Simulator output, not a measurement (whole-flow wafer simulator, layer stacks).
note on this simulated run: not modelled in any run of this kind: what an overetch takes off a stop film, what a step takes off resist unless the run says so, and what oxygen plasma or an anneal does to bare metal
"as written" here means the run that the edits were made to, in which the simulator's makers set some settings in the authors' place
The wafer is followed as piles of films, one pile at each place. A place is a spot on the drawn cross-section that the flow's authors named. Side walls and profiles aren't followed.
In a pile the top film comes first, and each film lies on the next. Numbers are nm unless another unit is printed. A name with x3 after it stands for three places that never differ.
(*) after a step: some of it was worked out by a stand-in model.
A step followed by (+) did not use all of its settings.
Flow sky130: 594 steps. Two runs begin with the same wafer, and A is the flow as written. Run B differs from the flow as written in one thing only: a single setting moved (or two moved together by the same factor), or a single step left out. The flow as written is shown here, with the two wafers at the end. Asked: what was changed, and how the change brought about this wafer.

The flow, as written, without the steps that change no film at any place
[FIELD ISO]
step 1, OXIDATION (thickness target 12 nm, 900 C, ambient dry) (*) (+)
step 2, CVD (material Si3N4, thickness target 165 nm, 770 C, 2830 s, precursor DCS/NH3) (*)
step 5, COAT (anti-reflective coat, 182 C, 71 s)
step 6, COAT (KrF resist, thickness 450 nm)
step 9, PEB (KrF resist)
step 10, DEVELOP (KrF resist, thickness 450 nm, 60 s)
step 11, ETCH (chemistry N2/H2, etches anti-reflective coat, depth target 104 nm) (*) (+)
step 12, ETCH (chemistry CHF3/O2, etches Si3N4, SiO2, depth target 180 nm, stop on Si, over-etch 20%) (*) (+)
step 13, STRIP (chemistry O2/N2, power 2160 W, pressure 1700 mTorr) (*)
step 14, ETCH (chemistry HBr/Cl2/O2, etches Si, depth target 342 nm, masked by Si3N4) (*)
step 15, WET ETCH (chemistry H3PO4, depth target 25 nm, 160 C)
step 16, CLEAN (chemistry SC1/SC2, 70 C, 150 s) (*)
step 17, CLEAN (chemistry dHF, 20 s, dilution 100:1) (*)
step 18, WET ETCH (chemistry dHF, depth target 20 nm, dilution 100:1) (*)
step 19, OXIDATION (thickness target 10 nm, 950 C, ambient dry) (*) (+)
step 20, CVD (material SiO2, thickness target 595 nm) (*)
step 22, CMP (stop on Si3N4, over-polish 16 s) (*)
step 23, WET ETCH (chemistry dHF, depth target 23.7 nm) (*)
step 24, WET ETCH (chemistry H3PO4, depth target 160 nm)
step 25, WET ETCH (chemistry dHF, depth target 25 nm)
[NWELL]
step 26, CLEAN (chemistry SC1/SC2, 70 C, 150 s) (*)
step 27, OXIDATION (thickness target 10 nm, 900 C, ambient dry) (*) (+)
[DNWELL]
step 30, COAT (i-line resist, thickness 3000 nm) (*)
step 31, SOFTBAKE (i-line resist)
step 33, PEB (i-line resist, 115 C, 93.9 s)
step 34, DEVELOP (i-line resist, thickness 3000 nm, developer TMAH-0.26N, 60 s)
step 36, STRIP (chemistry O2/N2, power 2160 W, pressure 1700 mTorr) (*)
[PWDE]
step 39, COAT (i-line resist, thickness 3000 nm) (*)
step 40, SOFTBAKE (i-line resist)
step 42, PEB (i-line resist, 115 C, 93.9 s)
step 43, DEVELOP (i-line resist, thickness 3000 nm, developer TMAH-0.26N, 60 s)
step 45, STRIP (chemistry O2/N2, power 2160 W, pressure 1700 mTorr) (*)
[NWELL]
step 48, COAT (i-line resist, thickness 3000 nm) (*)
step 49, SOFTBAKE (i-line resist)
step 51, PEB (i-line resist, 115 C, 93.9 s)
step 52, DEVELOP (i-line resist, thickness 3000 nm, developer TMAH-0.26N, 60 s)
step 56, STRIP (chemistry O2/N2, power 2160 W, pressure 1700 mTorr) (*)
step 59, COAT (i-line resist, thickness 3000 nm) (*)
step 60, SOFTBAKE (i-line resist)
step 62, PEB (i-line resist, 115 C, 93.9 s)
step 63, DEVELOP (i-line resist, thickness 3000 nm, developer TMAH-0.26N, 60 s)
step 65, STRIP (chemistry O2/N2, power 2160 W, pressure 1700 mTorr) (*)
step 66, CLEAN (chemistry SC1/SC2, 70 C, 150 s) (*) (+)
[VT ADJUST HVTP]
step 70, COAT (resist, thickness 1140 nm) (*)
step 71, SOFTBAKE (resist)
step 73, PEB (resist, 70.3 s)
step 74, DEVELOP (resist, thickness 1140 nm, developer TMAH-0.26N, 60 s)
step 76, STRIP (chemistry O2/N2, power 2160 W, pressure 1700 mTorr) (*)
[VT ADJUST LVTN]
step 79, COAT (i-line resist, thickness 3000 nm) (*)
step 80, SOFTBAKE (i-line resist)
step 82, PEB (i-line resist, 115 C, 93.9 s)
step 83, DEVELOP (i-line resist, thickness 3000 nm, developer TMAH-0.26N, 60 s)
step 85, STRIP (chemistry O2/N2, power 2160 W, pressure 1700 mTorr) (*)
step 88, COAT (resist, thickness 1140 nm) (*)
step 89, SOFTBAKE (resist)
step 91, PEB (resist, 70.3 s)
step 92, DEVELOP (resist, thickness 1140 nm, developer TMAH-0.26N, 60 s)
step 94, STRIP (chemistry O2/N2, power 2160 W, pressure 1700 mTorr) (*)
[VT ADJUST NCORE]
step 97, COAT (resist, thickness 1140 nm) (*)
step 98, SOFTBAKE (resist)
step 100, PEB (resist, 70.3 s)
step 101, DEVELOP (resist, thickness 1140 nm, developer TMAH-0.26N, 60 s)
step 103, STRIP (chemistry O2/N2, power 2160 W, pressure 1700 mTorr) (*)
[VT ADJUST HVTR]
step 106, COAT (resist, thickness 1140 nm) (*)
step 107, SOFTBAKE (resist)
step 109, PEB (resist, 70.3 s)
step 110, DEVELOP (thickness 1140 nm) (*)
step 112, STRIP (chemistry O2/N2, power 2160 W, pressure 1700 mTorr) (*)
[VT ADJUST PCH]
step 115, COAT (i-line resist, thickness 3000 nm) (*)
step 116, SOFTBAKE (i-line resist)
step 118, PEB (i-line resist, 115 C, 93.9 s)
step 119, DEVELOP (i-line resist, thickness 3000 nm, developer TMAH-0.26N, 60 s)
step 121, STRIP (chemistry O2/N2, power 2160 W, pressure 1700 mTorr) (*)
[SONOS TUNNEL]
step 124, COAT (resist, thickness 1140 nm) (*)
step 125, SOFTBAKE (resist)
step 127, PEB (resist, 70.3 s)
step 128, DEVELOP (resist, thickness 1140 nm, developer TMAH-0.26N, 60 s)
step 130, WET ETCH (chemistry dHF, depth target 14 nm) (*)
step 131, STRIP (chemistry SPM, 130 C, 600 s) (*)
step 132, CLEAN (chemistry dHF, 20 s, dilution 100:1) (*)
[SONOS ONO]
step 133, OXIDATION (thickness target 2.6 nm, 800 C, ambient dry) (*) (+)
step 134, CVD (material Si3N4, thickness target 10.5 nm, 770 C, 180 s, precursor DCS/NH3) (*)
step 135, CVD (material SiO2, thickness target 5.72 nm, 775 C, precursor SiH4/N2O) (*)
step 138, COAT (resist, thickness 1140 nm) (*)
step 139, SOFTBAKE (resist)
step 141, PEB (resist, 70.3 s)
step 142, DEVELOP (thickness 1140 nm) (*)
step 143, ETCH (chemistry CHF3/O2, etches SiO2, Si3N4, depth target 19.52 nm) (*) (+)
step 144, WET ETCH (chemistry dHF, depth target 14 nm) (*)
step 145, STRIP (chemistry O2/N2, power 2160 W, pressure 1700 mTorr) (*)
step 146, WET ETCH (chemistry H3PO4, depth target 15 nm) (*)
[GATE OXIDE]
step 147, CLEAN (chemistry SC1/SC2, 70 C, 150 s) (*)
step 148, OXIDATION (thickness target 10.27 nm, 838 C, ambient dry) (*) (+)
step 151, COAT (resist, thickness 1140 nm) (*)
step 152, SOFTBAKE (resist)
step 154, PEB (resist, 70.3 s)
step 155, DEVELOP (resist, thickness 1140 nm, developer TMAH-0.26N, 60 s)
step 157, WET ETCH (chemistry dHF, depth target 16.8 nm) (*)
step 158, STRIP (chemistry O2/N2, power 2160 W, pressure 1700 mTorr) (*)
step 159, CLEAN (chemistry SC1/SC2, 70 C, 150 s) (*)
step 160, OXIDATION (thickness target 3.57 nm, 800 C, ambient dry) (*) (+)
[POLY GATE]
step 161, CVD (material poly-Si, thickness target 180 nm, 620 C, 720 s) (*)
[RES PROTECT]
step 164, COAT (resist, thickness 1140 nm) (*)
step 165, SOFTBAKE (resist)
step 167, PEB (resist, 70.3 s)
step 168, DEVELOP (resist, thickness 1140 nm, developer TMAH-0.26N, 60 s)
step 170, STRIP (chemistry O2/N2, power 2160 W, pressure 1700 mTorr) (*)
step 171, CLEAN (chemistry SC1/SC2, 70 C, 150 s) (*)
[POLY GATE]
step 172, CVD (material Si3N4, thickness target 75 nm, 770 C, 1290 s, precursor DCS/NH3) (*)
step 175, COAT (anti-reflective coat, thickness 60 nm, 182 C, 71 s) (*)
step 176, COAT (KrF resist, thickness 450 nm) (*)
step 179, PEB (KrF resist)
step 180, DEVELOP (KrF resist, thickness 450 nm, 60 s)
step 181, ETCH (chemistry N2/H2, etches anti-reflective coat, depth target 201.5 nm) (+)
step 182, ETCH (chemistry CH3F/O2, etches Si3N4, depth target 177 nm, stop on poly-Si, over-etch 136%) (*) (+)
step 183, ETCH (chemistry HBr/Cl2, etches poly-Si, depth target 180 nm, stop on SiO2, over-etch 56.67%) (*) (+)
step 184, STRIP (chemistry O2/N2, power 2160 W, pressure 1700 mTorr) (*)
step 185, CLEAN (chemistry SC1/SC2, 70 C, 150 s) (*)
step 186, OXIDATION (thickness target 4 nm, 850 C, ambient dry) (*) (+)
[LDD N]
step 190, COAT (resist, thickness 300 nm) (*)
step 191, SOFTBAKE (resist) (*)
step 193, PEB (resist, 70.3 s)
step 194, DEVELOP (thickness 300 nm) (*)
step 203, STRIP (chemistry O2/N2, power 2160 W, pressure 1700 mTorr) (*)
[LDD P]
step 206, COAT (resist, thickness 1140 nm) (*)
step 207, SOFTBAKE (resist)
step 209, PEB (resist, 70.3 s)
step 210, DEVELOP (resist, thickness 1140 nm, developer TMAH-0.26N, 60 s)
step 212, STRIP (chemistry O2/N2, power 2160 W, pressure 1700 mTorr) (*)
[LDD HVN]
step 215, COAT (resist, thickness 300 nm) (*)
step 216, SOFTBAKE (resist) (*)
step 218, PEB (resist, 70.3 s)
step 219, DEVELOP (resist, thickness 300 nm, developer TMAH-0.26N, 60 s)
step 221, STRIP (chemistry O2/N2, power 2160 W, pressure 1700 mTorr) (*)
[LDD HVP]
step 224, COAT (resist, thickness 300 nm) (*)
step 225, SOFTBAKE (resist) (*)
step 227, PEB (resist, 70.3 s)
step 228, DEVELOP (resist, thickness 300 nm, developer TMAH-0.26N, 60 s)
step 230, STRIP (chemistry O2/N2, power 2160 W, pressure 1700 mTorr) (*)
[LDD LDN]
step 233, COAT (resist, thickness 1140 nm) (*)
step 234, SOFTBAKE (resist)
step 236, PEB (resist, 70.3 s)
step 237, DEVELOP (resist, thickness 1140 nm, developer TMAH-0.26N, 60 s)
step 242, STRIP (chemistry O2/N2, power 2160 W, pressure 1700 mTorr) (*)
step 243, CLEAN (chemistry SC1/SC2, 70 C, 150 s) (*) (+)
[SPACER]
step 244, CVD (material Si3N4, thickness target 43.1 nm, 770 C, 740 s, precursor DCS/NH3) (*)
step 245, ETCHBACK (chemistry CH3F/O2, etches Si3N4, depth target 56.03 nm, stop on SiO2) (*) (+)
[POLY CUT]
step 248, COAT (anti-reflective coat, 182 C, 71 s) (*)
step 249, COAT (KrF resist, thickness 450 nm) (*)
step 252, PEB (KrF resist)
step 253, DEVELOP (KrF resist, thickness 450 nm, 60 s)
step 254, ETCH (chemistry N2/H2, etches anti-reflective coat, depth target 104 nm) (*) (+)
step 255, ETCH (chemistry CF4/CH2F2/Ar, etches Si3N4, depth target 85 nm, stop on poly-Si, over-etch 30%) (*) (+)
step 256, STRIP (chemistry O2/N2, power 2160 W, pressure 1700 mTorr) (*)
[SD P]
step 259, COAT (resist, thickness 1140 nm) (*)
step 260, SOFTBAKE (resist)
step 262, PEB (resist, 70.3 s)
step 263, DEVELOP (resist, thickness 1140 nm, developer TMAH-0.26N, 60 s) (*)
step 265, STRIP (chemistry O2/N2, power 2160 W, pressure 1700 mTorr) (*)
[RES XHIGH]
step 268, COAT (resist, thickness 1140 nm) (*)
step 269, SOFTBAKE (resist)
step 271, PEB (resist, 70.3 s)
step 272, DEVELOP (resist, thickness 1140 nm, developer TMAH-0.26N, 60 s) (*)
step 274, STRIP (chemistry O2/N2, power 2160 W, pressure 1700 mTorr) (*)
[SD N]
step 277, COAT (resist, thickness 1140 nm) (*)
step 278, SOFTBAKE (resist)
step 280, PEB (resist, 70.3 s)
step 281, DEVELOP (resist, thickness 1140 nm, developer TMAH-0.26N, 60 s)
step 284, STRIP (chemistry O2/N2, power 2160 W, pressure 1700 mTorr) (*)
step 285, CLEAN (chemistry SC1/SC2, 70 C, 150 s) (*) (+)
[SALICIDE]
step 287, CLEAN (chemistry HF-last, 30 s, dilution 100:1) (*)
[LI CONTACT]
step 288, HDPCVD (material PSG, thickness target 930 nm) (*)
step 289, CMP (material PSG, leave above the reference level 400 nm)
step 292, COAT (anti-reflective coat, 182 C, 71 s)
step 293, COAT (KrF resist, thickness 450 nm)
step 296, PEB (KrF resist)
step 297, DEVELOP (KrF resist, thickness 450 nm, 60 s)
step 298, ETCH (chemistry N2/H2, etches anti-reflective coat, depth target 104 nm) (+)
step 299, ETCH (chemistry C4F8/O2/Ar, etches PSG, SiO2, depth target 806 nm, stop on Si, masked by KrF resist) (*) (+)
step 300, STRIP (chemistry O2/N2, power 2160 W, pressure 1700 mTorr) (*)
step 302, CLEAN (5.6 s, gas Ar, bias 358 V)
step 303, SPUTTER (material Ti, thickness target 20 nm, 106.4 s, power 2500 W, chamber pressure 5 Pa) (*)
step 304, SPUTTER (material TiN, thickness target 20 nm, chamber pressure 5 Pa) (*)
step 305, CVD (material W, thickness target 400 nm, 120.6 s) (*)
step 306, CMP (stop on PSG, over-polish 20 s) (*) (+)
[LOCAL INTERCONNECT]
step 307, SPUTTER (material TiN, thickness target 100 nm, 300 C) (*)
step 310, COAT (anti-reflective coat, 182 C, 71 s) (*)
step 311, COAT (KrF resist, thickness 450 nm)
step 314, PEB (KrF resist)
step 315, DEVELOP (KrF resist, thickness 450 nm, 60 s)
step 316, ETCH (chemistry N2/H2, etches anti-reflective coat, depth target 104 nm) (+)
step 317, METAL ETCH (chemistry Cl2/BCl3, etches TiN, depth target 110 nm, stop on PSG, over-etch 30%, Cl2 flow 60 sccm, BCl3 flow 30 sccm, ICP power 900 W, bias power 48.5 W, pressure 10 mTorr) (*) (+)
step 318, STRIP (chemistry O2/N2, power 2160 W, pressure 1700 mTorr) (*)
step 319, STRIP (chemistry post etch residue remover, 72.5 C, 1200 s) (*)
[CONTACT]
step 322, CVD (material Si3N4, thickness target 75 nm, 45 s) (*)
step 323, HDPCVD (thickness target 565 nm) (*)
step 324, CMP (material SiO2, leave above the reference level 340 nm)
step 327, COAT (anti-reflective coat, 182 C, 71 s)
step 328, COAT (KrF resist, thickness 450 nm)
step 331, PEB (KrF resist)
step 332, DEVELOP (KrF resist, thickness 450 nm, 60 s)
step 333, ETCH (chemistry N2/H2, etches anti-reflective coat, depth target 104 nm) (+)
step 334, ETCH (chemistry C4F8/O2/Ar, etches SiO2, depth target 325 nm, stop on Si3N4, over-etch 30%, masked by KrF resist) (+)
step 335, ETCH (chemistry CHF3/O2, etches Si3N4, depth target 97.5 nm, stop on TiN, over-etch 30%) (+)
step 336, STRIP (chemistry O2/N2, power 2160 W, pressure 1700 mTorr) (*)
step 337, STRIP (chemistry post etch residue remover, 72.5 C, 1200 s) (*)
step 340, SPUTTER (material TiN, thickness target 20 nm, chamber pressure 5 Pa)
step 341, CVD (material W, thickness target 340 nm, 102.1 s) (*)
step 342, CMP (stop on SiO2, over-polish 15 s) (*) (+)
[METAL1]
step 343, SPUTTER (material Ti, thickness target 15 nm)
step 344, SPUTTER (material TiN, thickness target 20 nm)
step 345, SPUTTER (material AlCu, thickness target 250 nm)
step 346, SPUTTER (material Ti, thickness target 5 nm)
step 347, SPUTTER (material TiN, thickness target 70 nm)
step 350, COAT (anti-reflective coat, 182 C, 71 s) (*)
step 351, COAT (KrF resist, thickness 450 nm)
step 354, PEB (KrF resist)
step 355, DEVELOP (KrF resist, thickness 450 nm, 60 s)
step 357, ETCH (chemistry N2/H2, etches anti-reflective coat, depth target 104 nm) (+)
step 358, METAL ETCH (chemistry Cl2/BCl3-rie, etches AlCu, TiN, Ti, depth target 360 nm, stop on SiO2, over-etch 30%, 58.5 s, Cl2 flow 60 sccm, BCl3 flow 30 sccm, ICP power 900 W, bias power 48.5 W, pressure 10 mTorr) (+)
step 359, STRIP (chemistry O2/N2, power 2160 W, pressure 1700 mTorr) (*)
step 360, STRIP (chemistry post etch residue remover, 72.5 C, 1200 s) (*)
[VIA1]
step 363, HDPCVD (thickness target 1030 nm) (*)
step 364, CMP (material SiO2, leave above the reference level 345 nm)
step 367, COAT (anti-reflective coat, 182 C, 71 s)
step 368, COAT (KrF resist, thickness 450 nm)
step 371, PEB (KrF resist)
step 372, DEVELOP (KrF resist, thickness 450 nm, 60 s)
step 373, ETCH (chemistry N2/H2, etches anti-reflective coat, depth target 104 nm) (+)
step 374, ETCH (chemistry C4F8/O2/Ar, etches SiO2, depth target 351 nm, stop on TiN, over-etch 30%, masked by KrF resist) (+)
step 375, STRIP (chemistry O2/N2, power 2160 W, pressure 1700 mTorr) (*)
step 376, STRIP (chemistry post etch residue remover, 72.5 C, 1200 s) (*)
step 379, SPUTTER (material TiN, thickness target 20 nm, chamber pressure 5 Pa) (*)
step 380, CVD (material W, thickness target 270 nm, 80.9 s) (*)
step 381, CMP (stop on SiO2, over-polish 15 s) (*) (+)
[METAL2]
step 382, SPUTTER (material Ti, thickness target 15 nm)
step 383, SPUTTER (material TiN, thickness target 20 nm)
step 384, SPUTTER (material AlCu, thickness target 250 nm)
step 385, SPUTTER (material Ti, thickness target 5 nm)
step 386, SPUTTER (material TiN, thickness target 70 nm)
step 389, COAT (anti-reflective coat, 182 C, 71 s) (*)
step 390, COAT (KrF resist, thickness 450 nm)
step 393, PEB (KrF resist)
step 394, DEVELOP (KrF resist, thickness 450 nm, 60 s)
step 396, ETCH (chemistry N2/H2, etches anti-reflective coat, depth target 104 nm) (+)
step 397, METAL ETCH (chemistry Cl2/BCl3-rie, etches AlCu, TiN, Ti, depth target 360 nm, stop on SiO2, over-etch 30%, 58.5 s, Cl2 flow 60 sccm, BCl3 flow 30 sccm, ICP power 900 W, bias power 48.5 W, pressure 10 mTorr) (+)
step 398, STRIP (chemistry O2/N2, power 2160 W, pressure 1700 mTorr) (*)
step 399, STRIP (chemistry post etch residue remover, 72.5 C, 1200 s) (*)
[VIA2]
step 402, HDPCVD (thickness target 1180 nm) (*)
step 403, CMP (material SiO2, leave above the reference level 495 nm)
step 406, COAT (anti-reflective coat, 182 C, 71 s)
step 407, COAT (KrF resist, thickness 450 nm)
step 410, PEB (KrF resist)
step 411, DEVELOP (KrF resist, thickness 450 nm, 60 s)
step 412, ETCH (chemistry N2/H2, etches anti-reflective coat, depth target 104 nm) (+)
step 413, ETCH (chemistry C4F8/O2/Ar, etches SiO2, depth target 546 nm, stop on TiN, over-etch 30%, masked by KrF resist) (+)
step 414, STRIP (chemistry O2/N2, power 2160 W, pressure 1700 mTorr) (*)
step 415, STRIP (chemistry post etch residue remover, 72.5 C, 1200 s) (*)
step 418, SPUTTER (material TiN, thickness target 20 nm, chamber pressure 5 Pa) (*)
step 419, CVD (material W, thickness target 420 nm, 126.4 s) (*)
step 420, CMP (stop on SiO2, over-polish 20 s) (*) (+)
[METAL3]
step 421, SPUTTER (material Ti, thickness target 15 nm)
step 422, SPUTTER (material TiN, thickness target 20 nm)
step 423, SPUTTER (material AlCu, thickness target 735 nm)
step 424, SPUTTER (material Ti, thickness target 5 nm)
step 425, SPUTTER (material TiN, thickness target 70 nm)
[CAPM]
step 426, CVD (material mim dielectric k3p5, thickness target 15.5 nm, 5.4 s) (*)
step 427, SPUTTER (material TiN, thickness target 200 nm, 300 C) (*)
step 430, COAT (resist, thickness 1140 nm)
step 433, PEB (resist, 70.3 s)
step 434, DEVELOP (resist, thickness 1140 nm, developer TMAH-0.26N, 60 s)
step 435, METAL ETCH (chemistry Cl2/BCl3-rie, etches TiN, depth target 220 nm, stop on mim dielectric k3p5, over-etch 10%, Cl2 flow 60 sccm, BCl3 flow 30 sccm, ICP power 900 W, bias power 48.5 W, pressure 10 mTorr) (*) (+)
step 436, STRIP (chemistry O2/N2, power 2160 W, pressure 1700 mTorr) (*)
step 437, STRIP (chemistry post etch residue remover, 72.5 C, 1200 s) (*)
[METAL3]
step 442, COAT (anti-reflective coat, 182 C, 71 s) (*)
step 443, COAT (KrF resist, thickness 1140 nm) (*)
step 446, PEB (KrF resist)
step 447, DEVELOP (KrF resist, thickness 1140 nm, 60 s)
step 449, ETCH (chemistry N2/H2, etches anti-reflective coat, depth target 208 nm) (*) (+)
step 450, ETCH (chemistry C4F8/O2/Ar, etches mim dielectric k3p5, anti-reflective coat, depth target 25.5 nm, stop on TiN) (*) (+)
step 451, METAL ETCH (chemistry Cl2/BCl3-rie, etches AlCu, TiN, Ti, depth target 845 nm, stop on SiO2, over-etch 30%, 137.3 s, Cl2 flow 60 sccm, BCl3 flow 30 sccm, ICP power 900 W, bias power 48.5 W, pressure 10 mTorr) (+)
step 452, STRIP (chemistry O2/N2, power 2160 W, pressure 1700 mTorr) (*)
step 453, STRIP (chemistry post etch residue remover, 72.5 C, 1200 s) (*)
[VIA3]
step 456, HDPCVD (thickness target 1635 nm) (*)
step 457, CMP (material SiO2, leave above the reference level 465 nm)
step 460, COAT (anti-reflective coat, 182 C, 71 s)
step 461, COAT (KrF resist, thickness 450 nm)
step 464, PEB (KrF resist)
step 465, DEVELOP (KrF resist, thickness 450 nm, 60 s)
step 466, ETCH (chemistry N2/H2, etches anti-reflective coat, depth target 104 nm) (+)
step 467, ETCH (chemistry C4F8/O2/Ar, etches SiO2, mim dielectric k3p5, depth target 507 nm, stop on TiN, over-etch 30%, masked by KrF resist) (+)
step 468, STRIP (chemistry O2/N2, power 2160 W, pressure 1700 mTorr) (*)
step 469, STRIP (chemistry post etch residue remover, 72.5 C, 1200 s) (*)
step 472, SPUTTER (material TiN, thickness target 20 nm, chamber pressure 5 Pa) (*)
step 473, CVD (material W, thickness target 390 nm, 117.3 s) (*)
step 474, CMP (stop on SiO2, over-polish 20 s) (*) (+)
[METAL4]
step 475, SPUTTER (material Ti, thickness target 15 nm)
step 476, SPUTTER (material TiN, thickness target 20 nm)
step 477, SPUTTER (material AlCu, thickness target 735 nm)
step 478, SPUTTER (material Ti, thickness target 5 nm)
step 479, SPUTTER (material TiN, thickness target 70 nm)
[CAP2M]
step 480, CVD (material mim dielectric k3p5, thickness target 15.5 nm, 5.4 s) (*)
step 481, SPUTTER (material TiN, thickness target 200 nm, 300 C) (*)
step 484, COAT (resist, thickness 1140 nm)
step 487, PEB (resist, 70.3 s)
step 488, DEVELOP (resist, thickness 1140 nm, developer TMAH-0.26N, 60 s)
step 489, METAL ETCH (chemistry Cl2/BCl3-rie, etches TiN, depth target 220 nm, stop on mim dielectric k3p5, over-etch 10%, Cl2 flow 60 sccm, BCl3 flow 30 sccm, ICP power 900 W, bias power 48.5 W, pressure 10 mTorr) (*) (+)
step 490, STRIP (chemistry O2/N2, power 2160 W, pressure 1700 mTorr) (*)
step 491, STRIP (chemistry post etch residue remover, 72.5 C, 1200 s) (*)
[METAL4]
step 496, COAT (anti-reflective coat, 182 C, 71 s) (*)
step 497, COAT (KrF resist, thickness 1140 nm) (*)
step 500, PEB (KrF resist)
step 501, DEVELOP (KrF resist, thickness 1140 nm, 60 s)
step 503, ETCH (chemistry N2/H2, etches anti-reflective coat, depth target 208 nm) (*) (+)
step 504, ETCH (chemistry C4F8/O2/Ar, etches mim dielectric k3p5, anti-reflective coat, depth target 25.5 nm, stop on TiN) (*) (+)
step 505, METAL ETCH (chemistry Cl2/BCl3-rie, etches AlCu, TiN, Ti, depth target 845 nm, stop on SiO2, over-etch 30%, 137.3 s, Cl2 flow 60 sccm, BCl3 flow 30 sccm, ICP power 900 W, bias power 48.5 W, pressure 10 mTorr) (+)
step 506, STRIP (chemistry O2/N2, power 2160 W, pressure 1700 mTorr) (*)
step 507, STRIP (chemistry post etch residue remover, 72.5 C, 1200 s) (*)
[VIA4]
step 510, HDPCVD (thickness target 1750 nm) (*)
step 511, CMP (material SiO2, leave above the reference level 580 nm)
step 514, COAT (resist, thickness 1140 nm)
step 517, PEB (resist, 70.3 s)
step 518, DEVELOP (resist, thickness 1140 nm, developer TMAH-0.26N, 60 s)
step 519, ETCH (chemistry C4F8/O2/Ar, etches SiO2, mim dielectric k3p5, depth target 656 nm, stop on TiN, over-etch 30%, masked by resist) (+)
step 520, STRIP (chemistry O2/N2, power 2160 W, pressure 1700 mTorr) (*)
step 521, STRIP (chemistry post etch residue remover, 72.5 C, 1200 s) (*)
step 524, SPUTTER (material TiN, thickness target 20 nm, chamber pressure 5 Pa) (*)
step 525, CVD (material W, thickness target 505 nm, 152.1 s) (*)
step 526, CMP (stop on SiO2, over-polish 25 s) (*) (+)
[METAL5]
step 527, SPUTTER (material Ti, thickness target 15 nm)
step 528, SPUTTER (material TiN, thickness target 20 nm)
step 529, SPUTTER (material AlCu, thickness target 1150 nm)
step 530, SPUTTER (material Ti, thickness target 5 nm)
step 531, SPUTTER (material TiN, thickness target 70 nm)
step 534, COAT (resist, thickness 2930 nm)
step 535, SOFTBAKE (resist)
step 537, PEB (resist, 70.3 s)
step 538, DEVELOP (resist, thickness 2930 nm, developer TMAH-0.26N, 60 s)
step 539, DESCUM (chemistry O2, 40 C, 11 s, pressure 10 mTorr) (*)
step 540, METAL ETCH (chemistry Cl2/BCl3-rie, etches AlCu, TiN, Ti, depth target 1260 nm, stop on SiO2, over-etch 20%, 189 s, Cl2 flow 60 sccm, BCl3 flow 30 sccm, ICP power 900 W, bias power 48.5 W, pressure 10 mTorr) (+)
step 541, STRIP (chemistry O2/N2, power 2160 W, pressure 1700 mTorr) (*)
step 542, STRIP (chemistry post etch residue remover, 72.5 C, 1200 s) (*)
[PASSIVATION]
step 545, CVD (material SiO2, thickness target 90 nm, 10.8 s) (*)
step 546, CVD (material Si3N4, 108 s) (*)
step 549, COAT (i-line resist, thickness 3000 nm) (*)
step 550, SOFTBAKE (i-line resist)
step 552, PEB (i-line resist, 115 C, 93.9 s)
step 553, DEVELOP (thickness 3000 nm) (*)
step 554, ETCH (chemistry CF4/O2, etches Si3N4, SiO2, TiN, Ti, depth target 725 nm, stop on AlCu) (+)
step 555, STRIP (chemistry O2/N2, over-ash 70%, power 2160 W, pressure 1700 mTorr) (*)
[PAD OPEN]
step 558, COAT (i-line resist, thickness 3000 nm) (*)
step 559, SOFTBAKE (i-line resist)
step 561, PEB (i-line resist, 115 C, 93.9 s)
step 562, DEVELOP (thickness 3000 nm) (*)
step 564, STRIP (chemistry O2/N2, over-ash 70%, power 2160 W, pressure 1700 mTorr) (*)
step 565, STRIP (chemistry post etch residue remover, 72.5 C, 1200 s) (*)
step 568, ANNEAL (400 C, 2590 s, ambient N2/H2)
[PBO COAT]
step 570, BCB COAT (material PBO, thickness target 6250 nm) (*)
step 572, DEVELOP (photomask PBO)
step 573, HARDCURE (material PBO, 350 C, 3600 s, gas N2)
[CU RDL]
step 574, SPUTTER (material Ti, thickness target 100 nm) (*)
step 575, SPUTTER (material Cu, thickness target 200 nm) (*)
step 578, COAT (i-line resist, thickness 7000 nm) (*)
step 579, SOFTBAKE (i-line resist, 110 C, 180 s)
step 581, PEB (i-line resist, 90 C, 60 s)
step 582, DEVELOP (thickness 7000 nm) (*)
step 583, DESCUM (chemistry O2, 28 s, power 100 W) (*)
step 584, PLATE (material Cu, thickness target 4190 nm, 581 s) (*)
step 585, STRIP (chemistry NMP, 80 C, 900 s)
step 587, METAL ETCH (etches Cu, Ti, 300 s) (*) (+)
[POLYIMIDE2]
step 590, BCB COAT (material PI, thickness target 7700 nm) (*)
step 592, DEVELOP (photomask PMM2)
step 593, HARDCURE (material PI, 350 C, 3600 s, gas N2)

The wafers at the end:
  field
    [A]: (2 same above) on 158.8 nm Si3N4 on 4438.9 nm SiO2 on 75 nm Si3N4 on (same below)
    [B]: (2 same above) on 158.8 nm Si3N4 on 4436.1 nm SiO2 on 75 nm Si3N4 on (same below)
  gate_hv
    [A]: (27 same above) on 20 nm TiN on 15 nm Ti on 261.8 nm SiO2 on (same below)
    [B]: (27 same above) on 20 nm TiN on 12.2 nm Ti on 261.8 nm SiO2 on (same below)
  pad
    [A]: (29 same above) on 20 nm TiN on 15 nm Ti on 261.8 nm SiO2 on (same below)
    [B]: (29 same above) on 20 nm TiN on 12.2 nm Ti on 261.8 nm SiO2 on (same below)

What caused this: step 343, SPUTTER: thickness target 12.2 nm was run, whereas the flow has thickness target 15 nm.
One can read it off the wafer: gate_hv has Ti 12.2, and step 343 as written asks for 15 nm.

Step by step, how the change led to this:
  step 343, SPUTTER (material Ti, thickness target 15 nm)
      field, active, n_well and 188 more: A Ti gains 15 (new film) | B Ti gains 12.2 (new film)
  step 358, METAL ETCH (chemistry Cl2/BCl3-rie, etches AlCu, TiN, Ti, depth target 360 nm, stop on SiO2, over-etch 30%, 58.5 s, Cl2 flow 60 sccm, BCl3 flow 30 sccm, ICP power 900 W, bias power 48.5 W, pressure 10 mTorr) (+)
      field, active, gate and 81 more: A TiN loses 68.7 (all of it), Ti loses 5 (all of it), AlCu loses 250 (all of it), TiN loses 20 (all of it), Ti loses 15 (all of it), SiO2 loses 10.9 | B TiN loses 68.7 (all of it), Ti loses 5 (all of it), AlCu loses 250 (all of it), TiN loses 20 (all of it), Ti loses 12.2 (all of it), SiO2 loses 11.2
